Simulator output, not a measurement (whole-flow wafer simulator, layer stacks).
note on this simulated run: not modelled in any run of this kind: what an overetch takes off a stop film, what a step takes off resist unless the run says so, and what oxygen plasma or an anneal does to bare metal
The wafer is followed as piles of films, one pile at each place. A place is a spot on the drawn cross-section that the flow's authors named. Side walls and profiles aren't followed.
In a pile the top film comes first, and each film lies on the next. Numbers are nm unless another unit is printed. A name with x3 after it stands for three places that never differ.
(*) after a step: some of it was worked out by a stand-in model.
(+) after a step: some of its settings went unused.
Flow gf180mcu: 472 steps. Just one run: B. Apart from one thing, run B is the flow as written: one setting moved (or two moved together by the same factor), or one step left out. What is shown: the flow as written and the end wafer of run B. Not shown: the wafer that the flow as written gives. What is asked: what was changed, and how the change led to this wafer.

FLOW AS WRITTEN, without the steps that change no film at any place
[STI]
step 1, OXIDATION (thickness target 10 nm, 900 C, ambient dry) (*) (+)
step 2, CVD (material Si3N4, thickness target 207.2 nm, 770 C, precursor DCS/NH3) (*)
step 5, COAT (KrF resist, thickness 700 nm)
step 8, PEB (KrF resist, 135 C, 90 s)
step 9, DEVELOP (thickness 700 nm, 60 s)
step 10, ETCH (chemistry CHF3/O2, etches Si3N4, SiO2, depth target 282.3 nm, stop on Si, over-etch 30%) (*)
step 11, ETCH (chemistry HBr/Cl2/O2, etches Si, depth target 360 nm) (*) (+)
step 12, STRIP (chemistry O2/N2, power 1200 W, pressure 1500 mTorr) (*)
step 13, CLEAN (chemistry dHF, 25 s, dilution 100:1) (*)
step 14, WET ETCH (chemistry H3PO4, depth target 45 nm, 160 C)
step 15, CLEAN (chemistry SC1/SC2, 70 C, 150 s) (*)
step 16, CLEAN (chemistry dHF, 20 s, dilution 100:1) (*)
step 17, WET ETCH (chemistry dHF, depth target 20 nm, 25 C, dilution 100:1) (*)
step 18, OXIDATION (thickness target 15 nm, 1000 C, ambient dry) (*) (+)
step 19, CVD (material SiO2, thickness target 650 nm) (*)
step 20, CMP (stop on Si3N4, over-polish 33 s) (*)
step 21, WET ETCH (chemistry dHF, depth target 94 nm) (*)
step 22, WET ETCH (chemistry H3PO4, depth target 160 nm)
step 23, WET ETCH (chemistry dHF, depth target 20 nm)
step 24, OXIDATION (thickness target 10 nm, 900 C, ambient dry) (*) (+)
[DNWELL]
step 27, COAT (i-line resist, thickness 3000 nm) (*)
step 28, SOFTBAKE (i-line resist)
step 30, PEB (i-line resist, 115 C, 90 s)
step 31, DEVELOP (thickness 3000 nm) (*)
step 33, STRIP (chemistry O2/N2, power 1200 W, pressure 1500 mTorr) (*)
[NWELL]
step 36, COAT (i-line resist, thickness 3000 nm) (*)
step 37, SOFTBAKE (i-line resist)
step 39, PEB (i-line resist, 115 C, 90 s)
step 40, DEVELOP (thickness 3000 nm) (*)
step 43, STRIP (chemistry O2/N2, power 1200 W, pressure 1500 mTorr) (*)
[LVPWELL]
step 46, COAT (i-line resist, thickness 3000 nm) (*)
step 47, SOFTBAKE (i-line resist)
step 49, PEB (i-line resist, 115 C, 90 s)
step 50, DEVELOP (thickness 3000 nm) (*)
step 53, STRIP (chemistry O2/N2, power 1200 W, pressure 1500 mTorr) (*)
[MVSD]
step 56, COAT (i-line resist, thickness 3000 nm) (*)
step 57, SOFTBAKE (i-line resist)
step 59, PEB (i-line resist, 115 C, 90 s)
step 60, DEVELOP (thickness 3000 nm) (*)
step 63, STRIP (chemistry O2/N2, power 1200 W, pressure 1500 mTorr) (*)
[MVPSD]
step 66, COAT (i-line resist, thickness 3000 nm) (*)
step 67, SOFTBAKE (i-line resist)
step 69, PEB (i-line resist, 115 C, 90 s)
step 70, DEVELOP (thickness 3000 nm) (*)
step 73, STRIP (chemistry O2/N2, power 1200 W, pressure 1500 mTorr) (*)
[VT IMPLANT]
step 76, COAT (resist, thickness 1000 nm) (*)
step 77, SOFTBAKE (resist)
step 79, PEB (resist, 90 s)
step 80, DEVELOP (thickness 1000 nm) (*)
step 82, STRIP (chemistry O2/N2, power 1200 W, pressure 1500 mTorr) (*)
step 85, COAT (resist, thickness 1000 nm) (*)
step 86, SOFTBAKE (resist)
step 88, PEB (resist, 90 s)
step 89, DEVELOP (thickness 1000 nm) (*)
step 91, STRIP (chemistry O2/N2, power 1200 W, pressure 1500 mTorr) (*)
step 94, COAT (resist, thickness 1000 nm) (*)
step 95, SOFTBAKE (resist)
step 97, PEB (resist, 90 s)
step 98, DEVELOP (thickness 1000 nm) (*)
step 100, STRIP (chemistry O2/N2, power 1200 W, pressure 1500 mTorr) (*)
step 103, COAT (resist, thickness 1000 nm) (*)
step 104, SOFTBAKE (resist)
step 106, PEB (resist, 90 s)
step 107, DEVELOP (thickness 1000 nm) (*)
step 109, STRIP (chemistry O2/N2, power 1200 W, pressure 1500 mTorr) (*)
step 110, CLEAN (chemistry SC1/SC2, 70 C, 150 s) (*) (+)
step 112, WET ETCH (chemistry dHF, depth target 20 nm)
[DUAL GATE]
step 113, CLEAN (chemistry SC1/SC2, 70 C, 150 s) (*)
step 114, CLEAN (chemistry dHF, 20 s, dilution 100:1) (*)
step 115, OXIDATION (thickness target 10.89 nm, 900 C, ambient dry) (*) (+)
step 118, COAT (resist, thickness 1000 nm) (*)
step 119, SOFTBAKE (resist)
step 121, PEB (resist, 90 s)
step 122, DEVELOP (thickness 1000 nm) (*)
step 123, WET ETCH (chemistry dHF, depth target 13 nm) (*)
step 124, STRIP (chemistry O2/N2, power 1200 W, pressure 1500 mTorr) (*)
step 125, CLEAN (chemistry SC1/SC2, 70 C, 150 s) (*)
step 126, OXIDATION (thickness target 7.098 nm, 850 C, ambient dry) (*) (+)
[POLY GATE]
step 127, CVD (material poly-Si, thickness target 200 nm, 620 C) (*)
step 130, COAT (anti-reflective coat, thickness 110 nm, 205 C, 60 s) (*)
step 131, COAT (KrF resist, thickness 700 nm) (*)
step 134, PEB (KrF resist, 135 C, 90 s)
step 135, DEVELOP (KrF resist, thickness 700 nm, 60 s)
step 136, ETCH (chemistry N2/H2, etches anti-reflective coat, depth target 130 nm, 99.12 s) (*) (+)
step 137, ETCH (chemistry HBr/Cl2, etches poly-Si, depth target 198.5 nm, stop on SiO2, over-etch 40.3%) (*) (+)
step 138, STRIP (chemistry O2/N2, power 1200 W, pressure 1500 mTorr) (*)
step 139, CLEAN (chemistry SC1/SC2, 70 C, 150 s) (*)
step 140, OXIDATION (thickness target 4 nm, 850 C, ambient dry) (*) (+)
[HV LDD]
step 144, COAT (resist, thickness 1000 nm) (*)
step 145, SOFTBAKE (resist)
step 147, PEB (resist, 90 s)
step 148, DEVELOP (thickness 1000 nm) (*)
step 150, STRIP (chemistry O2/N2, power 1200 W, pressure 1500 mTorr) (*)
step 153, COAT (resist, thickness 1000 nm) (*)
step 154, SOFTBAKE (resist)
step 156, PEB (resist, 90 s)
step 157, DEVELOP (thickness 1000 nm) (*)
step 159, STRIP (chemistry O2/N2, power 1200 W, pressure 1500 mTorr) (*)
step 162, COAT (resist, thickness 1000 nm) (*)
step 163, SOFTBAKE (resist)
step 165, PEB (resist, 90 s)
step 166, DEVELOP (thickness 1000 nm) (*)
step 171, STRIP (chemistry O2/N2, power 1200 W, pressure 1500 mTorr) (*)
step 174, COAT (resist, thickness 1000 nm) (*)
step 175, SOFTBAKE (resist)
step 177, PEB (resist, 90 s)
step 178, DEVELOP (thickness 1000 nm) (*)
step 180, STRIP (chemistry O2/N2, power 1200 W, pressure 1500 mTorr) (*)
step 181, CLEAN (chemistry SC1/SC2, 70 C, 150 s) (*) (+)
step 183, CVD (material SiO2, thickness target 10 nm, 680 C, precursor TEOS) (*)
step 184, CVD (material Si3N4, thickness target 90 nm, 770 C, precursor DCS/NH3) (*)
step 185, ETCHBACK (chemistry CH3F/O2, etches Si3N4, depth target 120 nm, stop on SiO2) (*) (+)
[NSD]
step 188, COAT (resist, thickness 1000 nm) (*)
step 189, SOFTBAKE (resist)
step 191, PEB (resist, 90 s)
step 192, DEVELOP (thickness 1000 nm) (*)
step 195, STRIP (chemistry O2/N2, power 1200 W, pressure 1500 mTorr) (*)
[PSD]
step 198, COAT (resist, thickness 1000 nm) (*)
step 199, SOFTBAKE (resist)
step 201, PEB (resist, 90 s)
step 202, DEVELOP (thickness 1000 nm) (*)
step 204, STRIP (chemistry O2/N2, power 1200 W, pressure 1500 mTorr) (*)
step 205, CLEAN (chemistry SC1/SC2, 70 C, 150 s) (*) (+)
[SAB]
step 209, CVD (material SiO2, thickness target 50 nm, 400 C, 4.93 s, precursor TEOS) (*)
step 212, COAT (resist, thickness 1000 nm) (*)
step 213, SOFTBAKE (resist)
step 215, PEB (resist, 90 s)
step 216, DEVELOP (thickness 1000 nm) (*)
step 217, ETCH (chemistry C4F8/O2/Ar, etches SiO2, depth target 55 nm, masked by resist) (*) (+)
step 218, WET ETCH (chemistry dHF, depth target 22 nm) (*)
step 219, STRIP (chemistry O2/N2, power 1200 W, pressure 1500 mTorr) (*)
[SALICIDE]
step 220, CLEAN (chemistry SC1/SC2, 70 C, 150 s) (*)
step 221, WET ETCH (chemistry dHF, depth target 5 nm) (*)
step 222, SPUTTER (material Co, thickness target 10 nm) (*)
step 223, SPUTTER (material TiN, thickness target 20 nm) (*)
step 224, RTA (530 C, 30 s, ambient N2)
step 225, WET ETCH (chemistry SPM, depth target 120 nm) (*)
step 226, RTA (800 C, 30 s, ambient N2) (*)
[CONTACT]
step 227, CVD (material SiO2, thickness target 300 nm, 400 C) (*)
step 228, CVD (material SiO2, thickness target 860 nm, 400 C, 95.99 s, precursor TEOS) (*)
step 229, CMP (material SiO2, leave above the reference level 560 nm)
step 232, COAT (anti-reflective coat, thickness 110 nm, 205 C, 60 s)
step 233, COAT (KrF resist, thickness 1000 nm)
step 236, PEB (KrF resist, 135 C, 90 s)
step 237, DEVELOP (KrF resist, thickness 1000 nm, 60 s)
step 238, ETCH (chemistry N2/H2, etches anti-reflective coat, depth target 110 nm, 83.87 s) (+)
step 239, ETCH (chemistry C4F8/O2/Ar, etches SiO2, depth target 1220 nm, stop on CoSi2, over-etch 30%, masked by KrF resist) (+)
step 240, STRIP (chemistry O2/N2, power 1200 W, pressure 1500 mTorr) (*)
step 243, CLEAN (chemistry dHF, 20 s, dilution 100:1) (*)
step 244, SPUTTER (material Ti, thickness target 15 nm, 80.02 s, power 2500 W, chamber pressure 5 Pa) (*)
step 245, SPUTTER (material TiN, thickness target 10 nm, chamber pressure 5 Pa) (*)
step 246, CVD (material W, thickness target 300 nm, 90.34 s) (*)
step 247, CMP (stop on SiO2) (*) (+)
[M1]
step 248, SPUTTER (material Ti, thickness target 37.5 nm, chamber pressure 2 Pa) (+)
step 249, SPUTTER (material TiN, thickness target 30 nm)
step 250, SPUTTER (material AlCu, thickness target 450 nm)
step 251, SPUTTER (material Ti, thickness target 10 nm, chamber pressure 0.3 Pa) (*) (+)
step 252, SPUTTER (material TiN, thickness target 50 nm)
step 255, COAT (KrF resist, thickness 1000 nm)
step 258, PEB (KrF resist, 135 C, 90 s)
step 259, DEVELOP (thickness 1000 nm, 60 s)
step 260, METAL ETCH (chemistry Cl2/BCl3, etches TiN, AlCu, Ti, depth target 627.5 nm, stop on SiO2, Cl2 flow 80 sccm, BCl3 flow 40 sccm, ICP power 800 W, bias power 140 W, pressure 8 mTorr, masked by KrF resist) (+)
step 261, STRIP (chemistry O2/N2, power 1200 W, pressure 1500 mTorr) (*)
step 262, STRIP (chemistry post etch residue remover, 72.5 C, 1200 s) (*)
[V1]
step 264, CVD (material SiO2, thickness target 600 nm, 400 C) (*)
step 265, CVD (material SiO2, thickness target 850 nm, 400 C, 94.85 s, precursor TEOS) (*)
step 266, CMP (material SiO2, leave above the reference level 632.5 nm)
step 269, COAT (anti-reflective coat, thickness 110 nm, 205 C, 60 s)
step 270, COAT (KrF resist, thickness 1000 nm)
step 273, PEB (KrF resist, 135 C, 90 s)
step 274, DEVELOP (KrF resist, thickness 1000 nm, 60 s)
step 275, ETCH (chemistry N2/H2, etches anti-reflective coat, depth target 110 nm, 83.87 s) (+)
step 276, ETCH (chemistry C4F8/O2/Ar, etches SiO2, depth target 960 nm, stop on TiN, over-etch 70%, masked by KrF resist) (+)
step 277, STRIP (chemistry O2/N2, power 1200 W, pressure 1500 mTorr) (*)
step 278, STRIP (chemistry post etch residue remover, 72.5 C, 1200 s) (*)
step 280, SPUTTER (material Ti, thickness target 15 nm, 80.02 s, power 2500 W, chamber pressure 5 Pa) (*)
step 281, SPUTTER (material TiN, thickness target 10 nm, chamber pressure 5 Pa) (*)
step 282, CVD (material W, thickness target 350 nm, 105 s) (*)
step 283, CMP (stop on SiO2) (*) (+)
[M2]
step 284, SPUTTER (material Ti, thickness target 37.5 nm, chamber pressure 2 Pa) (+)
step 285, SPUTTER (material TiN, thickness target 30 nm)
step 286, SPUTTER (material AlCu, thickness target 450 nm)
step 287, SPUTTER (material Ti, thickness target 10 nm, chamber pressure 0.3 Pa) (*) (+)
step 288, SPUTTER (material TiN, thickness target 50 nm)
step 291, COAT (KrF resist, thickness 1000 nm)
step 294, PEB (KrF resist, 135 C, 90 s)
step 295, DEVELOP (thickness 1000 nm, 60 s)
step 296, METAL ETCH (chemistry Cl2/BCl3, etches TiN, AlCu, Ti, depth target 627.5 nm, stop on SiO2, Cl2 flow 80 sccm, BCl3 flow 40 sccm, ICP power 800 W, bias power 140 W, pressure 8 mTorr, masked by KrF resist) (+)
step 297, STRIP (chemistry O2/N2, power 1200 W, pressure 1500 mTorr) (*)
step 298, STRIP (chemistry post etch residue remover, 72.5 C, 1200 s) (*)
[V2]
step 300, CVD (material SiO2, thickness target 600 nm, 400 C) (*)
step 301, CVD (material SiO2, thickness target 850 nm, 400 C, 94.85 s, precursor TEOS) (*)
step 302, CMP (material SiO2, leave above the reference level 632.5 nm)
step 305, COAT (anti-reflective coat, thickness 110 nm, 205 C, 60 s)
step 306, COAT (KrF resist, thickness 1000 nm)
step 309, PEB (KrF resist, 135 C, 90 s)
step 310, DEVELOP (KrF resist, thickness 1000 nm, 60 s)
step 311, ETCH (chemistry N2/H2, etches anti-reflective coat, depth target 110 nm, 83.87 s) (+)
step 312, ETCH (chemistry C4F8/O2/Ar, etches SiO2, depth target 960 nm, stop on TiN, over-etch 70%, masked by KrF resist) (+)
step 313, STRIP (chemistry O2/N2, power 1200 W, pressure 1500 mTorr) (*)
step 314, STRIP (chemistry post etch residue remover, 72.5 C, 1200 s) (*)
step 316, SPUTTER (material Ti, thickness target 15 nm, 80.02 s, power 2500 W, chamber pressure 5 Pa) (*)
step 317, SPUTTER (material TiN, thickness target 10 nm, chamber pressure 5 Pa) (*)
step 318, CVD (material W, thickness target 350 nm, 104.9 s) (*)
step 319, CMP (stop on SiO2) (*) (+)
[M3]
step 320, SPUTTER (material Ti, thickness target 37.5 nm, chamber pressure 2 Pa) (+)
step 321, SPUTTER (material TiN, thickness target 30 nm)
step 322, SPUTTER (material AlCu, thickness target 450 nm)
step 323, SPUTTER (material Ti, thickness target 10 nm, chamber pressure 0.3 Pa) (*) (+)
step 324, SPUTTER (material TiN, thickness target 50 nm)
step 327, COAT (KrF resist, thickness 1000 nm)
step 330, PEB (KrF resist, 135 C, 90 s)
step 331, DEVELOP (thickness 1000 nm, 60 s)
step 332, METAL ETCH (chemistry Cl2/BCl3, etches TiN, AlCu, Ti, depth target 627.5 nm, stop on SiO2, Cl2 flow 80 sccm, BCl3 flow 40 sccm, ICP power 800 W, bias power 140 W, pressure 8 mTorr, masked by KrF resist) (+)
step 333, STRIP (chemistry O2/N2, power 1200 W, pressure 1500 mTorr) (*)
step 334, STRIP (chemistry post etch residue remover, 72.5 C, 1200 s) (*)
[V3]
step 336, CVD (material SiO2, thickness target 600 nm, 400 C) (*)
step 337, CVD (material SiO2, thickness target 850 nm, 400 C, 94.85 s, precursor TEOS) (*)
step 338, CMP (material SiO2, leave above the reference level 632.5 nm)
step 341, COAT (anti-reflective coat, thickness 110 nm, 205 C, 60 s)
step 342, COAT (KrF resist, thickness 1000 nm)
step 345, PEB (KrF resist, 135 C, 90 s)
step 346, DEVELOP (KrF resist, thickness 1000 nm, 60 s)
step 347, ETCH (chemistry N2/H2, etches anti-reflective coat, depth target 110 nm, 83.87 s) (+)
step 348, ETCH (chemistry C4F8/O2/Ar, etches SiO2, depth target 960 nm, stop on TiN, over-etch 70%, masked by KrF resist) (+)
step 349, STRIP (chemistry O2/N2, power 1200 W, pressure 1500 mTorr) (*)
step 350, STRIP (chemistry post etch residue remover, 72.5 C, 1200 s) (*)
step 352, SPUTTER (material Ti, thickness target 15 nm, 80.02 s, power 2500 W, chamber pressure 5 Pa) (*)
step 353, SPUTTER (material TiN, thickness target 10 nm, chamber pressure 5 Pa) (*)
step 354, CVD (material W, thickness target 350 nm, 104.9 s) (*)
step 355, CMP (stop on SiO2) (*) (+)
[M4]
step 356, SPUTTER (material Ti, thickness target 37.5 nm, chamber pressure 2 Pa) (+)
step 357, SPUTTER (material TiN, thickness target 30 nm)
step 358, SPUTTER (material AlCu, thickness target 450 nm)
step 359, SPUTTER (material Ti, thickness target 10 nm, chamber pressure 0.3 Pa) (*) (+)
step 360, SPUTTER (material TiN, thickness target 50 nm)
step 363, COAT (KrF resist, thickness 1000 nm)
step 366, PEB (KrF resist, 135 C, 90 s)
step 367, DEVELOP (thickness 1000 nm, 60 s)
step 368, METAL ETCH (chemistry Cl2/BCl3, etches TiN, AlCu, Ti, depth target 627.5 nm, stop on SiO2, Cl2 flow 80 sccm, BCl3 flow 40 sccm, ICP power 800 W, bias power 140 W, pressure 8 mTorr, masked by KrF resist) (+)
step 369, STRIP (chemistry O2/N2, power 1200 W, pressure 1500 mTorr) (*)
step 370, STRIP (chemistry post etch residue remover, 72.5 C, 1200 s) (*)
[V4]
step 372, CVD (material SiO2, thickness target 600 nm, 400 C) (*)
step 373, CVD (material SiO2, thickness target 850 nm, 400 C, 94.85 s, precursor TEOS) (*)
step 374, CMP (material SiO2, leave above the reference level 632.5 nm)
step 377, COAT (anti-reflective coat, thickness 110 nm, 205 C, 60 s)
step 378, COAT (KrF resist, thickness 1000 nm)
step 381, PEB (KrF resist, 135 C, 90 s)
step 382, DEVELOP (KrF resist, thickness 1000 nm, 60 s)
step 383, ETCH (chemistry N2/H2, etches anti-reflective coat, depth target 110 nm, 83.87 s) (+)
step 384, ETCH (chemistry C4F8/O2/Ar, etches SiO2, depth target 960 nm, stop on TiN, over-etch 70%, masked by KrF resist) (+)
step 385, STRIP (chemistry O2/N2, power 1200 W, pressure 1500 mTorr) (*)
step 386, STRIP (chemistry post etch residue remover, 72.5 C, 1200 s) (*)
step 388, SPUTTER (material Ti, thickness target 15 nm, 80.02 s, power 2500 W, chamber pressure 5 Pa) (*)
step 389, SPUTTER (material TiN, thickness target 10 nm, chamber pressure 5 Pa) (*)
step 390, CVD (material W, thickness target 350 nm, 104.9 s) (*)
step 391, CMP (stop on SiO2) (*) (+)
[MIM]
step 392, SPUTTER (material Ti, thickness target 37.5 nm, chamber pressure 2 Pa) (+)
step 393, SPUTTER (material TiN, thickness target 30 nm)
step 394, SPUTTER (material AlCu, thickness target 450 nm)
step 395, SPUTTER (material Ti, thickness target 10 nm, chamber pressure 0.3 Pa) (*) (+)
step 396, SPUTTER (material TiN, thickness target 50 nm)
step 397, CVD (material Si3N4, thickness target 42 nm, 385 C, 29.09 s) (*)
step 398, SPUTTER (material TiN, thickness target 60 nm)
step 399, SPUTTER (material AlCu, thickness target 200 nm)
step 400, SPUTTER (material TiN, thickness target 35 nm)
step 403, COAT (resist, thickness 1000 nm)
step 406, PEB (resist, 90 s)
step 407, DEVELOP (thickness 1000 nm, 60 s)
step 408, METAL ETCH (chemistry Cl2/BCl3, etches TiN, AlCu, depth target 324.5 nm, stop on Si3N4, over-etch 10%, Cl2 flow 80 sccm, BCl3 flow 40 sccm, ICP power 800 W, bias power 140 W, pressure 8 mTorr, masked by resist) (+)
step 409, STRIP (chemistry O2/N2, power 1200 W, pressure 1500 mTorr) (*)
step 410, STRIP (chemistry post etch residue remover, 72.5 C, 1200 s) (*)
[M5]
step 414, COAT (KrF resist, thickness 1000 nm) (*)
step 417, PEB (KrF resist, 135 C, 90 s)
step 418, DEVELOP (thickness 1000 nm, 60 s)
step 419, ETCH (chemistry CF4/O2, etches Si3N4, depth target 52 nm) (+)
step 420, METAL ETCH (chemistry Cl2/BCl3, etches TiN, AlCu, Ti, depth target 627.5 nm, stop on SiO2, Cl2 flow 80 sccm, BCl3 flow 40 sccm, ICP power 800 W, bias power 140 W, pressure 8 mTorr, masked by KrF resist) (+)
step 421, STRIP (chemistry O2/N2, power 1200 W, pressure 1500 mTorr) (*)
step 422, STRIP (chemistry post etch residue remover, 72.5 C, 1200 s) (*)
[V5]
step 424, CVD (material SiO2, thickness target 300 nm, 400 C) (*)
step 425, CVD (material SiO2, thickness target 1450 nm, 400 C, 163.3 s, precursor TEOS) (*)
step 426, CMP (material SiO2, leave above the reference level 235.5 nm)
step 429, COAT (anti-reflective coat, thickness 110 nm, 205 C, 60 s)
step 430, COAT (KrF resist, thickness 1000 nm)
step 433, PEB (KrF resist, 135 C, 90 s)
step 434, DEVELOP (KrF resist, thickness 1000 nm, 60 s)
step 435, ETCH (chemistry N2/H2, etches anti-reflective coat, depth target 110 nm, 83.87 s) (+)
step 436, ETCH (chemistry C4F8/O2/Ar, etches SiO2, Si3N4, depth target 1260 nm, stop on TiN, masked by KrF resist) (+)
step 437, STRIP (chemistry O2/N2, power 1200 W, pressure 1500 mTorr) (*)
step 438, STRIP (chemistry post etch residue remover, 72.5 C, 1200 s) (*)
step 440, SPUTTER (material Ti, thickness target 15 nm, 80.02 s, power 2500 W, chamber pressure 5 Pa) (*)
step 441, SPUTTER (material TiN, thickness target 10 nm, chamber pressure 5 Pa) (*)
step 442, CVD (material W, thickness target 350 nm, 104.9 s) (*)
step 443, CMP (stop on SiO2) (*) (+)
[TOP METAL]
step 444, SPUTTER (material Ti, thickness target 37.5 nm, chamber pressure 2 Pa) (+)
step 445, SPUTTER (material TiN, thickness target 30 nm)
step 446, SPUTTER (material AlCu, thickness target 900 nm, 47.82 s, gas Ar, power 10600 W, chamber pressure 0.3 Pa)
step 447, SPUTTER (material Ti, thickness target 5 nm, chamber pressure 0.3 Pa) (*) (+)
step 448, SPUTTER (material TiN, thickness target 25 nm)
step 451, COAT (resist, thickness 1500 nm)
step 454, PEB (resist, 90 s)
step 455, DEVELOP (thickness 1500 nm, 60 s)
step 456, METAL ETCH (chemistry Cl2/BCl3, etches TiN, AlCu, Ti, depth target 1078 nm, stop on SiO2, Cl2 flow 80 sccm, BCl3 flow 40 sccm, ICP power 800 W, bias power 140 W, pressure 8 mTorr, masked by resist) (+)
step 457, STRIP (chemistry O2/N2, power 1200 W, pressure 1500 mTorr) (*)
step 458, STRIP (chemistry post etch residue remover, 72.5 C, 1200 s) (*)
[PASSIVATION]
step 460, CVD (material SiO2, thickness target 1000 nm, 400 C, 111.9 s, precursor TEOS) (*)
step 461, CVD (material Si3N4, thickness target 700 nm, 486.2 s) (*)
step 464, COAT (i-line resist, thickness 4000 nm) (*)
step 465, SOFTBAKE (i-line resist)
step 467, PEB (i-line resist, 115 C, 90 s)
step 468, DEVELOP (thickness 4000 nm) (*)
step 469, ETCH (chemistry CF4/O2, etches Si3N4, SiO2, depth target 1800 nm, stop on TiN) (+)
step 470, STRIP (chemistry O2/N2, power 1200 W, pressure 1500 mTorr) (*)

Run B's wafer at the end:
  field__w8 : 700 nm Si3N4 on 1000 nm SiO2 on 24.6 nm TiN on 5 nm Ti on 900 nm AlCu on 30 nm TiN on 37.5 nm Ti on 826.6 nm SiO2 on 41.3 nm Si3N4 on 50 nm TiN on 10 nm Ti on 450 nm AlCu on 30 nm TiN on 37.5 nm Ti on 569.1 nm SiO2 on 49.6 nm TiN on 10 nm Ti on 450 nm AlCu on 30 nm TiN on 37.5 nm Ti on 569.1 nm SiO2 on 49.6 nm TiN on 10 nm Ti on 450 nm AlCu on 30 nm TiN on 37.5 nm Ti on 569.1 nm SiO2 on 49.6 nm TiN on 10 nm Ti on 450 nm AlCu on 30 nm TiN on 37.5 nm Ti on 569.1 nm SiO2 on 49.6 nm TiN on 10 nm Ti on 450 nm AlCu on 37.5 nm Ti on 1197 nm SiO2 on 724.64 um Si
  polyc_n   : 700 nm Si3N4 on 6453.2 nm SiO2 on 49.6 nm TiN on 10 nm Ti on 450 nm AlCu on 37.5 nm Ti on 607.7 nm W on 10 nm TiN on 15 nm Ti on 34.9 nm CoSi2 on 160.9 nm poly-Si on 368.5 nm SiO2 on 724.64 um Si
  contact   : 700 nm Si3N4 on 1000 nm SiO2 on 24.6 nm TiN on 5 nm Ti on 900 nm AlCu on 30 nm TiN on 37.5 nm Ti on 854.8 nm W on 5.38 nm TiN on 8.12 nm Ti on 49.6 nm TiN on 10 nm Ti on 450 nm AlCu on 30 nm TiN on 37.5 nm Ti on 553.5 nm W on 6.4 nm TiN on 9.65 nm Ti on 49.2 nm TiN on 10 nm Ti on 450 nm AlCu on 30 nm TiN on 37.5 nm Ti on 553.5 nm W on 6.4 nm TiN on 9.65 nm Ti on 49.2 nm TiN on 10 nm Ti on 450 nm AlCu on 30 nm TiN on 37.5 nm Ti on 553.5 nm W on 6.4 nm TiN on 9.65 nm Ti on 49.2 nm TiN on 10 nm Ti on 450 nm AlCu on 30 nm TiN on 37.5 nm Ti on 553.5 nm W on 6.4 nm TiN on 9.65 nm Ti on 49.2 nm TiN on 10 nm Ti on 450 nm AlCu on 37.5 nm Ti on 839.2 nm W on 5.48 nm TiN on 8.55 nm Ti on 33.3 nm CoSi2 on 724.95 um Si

The reason: step 249, SPUTTER: material TiN, thickness target 30 nm, was not run.

Step by step, how the change led to this:
  step 260, METAL ETCH (chemistry Cl2/BCl3, etches TiN, AlCu, Ti, depth target 627.5 nm, stop on SiO2, Cl2 flow 80 sccm, BCl3 flow 40 sccm, ICP power 800 W, bias power 140 W, pressure 8 mTorr, masked by KrF resist) (+)
      field, field__w1, field__w2 and 99 more: -50 TiN (all of it), -10 Ti (all of it), -450 AlCu (all of it), -37.5 Ti (all of it) (as written it would have been: -50 TiN (all of it), -10 Ti (all of it), -450 AlCu (all of it), -30 TiN (all of it), -37.5 Ti (all of it))
  step 266, CMP (material SiO2, leave above the reference level 632.5 nm)
      field, field__w1, field__w2 and 99 more: -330 SiO2 (as written it would have been: -300 SiO2)
